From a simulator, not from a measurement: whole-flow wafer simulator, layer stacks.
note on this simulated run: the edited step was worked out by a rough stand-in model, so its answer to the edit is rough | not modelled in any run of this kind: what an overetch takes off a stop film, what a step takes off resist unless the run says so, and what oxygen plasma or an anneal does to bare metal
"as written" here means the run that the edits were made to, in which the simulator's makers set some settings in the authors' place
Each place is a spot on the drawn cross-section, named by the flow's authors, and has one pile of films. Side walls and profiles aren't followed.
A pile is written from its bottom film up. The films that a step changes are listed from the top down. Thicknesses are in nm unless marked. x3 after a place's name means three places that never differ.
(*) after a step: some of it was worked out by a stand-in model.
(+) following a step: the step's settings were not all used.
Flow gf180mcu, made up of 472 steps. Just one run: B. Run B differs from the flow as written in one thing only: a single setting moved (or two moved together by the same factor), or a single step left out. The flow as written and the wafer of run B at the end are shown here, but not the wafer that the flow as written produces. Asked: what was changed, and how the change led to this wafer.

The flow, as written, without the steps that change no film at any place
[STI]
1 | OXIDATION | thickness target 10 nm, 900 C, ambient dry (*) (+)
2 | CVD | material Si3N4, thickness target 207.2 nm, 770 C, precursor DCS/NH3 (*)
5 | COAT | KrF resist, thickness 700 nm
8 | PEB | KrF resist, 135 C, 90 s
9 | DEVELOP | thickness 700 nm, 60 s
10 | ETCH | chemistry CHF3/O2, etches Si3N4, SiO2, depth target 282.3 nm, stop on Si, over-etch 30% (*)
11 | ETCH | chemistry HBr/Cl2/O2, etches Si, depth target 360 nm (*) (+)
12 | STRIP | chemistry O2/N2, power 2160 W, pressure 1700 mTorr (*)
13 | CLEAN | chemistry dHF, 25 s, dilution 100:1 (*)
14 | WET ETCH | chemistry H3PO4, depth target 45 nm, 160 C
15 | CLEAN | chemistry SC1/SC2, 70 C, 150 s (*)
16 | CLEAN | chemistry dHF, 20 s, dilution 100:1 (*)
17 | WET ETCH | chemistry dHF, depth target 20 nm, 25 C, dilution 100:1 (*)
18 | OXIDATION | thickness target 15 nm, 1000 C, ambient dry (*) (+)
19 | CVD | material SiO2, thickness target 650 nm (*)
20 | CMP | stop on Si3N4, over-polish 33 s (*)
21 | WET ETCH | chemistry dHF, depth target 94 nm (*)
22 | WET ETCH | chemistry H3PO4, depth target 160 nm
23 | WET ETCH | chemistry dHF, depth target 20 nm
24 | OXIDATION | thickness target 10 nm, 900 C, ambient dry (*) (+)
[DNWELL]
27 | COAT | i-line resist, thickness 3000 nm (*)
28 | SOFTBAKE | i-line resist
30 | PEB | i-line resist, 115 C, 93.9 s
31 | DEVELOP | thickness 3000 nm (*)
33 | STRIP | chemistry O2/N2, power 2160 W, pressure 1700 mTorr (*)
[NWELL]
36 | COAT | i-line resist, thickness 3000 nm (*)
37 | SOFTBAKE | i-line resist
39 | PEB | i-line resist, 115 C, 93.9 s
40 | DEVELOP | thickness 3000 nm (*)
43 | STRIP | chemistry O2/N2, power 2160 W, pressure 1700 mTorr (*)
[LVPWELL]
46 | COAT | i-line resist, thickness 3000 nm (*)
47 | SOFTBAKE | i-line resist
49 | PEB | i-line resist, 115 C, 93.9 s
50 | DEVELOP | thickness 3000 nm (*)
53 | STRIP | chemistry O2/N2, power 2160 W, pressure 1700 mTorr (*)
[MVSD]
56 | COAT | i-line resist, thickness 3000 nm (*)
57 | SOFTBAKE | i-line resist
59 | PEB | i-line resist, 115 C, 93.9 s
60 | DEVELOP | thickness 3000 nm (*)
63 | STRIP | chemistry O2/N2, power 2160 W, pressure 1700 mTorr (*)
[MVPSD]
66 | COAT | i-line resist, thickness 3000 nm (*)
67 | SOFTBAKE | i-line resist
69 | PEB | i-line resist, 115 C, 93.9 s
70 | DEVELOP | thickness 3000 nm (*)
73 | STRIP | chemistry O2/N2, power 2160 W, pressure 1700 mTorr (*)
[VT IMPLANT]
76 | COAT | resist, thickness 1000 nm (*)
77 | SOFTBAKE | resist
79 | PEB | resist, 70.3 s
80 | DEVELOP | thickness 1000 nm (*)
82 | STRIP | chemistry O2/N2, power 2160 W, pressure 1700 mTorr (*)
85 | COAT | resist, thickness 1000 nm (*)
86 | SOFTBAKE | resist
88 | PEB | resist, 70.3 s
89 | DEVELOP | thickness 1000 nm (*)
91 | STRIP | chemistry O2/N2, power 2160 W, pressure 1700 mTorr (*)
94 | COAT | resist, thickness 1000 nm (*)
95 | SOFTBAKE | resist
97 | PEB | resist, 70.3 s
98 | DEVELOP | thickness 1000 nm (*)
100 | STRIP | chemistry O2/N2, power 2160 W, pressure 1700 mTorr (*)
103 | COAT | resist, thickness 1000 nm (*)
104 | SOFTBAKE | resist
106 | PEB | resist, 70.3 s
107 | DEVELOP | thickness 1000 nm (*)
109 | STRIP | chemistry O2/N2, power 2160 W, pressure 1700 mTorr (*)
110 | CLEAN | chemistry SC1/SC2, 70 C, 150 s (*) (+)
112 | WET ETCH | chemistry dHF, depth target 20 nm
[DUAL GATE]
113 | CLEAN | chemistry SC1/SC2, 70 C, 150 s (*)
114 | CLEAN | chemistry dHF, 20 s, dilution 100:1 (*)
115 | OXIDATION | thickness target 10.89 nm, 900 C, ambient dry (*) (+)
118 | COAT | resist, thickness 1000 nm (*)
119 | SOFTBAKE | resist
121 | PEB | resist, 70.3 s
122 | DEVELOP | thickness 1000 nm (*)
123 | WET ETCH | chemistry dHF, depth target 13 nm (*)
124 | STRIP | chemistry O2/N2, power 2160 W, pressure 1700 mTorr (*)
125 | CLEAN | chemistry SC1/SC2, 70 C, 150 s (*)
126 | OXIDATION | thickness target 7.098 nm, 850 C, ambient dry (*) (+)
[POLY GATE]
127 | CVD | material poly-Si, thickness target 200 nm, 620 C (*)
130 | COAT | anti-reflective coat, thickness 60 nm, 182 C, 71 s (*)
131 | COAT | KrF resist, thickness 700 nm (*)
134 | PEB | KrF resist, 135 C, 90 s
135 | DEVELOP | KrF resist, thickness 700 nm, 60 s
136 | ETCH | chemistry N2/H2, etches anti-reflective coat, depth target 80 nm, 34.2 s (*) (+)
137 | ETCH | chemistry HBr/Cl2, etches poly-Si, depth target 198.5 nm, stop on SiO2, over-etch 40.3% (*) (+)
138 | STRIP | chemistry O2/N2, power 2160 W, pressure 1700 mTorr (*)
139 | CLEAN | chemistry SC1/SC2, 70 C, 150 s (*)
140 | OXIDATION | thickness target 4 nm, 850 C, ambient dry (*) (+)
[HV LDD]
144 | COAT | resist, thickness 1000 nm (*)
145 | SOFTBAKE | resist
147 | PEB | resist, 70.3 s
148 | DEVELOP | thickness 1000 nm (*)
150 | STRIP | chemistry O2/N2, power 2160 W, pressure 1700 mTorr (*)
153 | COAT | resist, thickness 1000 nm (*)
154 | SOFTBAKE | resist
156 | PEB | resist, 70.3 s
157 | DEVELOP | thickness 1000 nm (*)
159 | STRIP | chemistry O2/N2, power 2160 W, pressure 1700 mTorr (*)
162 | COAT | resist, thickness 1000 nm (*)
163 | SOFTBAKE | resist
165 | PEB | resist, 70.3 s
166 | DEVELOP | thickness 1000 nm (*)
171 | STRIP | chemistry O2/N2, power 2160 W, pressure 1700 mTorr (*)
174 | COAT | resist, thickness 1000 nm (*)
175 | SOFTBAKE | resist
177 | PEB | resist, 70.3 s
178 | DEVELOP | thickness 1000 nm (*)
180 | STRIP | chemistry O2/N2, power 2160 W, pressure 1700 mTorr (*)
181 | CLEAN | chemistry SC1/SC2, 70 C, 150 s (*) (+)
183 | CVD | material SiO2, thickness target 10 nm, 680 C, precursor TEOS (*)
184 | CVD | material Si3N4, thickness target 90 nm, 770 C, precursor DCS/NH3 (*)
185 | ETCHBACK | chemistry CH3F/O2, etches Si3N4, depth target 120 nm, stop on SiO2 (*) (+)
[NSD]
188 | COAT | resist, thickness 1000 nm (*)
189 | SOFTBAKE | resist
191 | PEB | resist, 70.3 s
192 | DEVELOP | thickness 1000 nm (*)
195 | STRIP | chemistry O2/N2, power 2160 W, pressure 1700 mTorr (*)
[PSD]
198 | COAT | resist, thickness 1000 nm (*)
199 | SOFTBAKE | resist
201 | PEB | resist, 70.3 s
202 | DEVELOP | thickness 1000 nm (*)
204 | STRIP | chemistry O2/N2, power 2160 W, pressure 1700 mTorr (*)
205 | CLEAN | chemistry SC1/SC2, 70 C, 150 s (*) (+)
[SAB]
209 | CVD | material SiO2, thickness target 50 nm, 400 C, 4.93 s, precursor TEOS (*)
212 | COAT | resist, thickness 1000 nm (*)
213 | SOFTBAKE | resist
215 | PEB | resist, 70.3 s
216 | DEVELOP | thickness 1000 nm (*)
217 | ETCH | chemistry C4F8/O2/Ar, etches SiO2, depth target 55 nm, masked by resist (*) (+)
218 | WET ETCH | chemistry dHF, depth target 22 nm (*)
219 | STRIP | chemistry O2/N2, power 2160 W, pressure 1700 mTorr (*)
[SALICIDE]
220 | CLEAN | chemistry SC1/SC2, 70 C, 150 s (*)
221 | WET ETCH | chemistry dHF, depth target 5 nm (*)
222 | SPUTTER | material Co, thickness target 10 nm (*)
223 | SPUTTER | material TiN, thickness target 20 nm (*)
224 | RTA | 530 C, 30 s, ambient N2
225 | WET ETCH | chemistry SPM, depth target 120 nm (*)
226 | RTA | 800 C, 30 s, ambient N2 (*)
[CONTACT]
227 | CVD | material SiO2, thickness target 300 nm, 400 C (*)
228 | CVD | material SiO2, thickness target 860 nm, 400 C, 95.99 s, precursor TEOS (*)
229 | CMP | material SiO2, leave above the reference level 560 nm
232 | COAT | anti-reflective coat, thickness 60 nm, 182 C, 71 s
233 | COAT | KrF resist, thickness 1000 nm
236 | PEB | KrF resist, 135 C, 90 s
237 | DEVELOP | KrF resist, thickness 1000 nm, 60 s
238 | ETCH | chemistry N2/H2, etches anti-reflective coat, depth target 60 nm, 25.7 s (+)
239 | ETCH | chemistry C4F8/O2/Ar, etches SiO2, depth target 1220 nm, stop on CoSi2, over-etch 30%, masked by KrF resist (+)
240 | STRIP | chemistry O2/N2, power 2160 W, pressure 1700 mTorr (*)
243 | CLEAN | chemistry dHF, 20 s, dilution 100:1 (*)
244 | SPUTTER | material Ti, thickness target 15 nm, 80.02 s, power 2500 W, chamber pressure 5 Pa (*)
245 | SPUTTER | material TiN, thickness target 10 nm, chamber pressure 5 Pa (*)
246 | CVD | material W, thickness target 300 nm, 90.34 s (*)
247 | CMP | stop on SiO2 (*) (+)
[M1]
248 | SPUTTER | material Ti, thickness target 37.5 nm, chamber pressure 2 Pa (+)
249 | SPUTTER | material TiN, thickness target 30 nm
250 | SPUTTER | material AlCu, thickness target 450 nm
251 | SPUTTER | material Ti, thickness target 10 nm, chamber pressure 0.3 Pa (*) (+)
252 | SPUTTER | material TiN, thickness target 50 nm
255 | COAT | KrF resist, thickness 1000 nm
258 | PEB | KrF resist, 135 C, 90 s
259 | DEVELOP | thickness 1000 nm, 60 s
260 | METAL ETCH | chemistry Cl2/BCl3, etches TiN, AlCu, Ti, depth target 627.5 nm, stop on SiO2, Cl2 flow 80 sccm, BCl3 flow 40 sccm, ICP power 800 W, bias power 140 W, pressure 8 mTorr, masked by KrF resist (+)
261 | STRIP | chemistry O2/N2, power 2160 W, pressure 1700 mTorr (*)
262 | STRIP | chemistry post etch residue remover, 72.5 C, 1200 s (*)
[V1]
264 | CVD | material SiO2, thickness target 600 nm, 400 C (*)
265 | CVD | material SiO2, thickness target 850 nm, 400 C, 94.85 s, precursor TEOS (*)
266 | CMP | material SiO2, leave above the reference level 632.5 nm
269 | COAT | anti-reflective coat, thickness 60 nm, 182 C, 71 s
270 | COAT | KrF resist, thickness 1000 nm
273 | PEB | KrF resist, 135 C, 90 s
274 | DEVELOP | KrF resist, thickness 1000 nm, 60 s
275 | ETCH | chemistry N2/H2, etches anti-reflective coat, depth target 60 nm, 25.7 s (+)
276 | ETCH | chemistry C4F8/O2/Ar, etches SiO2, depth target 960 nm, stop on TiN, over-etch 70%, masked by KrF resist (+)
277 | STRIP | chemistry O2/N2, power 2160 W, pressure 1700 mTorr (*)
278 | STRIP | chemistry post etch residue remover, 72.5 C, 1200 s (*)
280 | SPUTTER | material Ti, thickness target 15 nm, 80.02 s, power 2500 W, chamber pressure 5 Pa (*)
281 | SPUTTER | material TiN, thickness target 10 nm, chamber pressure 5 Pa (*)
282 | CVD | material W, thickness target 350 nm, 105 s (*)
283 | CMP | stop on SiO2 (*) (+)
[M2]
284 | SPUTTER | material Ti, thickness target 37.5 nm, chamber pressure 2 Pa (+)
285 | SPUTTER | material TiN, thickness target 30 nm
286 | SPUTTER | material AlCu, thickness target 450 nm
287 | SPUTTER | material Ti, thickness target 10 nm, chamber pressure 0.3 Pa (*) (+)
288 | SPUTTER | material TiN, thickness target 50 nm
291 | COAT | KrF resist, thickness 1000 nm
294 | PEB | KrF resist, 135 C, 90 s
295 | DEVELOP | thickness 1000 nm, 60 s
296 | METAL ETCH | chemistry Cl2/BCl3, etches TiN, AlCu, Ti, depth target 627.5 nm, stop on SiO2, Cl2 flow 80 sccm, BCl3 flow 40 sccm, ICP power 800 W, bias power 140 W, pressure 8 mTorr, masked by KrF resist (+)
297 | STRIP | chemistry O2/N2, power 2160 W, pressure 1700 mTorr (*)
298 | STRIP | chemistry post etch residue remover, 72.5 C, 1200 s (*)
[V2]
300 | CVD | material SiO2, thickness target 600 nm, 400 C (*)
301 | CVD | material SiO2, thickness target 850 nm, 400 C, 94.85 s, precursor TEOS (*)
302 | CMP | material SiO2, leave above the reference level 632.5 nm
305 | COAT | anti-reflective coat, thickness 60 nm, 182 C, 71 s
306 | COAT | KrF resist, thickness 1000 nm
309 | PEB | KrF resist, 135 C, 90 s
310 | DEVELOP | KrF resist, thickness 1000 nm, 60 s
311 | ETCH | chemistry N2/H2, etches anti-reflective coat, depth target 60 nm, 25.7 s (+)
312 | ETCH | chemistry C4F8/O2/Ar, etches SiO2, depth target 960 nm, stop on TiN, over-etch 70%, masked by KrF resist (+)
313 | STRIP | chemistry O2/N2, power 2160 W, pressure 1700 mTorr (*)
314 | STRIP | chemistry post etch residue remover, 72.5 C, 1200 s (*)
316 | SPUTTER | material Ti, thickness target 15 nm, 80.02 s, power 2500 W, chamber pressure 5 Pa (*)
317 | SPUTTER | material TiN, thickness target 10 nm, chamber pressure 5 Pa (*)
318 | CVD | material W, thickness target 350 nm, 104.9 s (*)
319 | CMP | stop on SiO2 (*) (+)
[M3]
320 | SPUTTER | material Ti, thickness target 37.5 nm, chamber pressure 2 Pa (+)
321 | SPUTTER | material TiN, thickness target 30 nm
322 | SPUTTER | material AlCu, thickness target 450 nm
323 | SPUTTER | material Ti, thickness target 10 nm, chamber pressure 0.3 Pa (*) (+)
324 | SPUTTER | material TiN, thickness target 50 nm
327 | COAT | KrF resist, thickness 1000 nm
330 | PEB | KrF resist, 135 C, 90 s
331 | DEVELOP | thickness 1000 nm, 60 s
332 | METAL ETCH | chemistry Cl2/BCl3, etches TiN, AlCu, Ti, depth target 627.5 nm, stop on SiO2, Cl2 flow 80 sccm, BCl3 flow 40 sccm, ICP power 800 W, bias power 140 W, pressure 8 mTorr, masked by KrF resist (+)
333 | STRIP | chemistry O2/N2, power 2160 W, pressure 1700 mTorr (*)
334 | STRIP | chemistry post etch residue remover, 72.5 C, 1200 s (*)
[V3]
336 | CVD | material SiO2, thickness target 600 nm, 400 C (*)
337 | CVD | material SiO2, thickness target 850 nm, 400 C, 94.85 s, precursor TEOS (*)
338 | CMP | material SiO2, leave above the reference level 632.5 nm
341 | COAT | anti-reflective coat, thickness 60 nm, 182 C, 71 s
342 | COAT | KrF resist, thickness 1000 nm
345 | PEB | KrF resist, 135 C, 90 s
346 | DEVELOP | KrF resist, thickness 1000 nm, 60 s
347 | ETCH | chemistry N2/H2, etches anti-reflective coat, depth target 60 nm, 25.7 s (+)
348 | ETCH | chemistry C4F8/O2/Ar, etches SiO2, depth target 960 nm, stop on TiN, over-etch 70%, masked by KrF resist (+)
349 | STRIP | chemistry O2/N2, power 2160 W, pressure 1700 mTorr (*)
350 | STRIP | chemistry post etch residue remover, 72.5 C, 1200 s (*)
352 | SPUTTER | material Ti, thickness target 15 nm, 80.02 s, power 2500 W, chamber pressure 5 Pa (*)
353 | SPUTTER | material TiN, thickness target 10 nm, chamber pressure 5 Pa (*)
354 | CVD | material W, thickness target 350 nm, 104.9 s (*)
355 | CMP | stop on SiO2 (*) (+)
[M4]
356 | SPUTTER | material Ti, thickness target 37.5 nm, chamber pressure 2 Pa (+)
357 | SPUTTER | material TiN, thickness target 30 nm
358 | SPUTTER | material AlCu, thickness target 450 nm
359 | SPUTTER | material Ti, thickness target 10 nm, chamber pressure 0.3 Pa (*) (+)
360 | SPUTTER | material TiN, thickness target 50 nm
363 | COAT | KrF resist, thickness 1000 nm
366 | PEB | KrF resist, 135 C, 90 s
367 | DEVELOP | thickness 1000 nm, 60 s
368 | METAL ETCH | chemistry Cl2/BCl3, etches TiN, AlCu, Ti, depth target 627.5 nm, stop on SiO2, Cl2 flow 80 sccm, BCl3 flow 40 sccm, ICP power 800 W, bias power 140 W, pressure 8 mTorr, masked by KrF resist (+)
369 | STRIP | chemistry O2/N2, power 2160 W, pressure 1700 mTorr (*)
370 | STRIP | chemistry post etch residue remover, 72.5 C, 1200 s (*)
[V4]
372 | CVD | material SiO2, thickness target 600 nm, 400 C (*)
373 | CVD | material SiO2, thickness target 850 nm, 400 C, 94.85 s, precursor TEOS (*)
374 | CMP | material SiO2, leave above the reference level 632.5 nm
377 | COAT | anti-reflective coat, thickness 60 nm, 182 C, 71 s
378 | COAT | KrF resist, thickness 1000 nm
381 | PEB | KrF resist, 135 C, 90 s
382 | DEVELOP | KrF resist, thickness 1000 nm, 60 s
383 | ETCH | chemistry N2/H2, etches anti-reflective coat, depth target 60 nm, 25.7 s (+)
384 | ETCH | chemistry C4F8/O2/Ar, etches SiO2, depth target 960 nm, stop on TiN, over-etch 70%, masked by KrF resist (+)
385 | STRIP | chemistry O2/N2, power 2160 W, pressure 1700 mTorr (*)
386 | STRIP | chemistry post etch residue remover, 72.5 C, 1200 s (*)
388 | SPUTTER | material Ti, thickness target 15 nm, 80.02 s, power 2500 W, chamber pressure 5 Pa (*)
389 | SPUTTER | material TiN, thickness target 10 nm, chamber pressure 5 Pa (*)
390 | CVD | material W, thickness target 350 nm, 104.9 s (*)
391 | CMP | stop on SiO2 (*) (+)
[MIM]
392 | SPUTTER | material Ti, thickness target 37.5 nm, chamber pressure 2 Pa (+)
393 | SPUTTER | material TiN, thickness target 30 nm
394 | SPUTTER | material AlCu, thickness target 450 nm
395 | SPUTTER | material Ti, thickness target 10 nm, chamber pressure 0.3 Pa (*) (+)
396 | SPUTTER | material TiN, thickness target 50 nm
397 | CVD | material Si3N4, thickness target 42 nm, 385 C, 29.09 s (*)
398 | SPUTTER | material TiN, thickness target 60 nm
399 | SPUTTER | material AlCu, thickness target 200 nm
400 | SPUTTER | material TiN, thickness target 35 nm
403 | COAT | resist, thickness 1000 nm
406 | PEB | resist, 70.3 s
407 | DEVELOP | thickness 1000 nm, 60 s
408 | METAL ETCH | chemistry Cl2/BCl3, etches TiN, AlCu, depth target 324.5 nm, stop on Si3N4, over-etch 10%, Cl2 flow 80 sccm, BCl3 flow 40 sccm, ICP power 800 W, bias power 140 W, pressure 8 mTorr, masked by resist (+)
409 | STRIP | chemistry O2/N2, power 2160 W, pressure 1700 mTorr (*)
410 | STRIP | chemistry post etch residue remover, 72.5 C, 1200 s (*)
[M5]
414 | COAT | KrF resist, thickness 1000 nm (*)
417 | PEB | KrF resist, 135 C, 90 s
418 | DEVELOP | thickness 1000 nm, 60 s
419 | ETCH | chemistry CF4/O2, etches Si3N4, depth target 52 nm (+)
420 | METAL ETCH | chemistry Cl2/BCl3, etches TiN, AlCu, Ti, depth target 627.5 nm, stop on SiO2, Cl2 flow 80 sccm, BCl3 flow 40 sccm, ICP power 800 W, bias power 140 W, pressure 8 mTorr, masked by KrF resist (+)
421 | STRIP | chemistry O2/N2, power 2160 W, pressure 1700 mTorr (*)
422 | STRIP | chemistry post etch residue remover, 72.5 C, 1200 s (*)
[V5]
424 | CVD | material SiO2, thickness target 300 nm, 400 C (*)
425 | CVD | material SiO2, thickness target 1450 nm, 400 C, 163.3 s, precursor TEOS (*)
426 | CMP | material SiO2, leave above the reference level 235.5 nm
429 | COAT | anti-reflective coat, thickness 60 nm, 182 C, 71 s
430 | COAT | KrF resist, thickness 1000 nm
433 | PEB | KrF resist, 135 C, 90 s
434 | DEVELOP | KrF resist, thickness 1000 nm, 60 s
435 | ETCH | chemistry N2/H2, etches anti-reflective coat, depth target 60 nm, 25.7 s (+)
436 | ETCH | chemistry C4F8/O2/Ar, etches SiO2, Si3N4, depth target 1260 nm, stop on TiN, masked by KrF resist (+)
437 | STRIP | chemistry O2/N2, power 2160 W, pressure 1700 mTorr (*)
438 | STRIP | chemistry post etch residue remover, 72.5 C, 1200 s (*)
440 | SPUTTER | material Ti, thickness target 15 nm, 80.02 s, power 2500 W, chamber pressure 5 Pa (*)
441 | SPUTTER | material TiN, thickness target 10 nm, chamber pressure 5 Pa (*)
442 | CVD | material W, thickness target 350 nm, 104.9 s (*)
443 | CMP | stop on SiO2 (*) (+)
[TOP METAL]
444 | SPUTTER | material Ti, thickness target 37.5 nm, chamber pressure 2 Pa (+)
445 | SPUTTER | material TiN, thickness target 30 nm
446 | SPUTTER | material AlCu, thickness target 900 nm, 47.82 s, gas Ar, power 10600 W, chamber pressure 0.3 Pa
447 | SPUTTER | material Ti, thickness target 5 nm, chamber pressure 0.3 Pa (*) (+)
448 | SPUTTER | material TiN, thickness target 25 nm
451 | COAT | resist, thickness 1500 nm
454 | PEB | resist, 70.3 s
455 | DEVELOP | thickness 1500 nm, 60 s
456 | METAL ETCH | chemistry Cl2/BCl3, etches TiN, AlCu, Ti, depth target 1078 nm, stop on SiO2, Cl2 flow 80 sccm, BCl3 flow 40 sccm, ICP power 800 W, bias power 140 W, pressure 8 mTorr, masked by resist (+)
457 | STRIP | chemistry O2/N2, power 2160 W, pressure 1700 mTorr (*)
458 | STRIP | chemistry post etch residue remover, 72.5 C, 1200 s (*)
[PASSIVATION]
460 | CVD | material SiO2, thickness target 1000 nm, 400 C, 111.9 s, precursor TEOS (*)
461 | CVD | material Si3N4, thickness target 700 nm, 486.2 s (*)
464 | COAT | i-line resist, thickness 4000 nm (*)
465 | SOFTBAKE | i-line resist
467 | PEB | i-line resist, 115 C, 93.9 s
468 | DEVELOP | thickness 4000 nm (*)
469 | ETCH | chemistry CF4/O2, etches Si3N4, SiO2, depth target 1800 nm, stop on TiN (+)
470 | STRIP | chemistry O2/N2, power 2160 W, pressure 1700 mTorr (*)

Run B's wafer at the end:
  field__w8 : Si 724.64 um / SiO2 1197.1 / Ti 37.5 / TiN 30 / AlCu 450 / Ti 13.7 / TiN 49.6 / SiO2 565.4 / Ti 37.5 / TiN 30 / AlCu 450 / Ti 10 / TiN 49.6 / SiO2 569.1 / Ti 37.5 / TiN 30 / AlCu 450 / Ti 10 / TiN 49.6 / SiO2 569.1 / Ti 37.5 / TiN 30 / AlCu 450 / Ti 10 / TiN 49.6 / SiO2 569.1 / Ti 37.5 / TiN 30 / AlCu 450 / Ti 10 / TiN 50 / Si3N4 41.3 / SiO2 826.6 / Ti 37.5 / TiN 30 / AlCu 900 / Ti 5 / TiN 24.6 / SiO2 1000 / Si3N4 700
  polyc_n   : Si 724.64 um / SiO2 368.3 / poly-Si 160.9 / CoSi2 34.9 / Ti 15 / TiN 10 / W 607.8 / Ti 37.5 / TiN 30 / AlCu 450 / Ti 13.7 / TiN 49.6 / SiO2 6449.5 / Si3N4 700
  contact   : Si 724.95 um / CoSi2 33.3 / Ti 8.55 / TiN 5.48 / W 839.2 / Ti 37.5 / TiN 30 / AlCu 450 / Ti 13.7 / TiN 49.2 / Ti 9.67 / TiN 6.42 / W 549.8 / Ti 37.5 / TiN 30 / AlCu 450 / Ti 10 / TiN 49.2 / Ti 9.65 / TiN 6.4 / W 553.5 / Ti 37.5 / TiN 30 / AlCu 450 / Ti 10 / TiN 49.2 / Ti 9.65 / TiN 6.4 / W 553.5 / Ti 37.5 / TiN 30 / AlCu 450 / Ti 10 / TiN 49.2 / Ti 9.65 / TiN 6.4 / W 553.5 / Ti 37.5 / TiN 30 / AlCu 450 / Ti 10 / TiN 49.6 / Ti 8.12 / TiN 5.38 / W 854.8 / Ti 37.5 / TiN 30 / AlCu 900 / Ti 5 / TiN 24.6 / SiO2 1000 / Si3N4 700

What caused this: step 251, SPUTTER: thickness target 13.7 nm was run, whereas the flow has thickness target 10 nm.
One can read it off the wafer: field__w8 has Ti 13.7, and step 251 as written asks for 10 nm.

Step by step, how the change led to this:
  251 | SPUTTER | material Ti, thickness target 10 nm, chamber pressure 0.3 Pa (*) (+)
      field, field__w1, field__w2 and 108 more: Ti gains 13.7 (new film) (it would be, as written: Ti gains 10 (new film))
  260 | METAL ETCH | chemistry Cl2/BCl3, etches TiN, AlCu, Ti, depth target 627.5 nm, stop on SiO2, Cl2 flow 80 sccm, BCl3 flow 40 sccm, ICP power 800 W, bias power 140 W, pressure 8 mTorr, masked by KrF resist (+)
      field, field__w1, field__w2 and 99 more: TiN loses 50 (all of it), Ti loses 13.7 (all of it), AlCu loses 450 (all of it), TiN loses 30 (all of it), Ti loses 37.5 (all of it) (it would be, as written: TiN loses 50 (all of it), Ti loses 10 (all of it), AlCu loses 450 (all of it), TiN loses 30 (all of it), Ti loses 37.5 (all of it))
